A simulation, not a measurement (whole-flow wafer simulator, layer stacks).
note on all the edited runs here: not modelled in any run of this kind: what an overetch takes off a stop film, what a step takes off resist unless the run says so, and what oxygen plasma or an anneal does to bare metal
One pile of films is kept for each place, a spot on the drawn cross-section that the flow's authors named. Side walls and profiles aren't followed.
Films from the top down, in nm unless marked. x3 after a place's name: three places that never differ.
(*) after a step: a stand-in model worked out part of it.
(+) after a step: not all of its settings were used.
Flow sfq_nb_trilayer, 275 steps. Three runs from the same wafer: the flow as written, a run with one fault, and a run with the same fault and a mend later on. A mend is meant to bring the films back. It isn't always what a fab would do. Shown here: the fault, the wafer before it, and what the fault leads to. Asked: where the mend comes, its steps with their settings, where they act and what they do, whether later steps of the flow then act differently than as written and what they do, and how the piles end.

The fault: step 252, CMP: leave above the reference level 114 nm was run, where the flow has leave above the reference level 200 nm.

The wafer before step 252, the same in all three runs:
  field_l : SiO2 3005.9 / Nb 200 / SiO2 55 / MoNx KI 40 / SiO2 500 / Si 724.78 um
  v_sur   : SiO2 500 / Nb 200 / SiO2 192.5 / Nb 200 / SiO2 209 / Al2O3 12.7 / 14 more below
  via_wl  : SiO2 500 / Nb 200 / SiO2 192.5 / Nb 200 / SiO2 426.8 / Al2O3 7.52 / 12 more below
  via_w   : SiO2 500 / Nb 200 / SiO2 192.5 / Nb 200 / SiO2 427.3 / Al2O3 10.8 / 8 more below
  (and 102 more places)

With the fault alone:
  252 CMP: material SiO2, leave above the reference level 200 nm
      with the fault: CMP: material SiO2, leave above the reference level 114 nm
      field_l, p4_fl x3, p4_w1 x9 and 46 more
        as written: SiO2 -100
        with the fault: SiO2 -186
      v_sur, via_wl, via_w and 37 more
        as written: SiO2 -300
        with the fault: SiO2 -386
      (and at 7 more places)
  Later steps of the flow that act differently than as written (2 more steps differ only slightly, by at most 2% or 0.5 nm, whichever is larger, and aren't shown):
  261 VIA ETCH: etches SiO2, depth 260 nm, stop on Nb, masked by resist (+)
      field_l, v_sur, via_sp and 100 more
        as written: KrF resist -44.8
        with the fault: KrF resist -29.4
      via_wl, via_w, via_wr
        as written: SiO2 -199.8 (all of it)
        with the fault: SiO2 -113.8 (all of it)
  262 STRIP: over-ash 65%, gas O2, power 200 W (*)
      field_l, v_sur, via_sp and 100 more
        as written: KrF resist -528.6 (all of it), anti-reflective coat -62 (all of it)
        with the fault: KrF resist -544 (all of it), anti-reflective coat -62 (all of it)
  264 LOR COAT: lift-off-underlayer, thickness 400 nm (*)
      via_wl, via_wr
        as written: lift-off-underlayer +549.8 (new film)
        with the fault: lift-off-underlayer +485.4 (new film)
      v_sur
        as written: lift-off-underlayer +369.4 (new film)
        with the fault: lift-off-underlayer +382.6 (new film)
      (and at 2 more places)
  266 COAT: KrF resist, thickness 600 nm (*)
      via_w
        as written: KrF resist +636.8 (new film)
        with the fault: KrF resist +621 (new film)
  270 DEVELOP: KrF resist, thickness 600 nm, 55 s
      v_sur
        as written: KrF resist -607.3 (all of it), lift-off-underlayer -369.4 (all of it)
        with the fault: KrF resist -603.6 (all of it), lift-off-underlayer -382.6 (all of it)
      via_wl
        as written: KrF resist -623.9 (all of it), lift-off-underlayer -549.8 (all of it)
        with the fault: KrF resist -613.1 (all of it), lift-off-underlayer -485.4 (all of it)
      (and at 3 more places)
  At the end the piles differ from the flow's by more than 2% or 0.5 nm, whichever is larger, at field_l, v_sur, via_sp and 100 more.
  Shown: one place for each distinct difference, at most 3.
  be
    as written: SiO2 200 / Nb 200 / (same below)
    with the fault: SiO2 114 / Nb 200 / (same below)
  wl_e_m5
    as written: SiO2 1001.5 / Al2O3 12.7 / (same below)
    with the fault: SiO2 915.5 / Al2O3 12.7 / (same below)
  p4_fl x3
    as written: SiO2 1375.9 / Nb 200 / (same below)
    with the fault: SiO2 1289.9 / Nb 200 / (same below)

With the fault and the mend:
  The mend comes after step 253.
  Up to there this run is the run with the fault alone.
  253a PECVD: material SiO2, thickness 86 nm, 150 C, 19.11 s, RF power 183.3 W, pressure 2.4 Torr, precursor SiH4/N2O (the flow's step 251 once more, with other settings)
      field_l, v_sur, via_wl and 103 more
        SiO2 +86
  No later step of the flow acts differently than as written at any place that is followed.
  At the end the piles are the same as the flow's at every place that both follow.
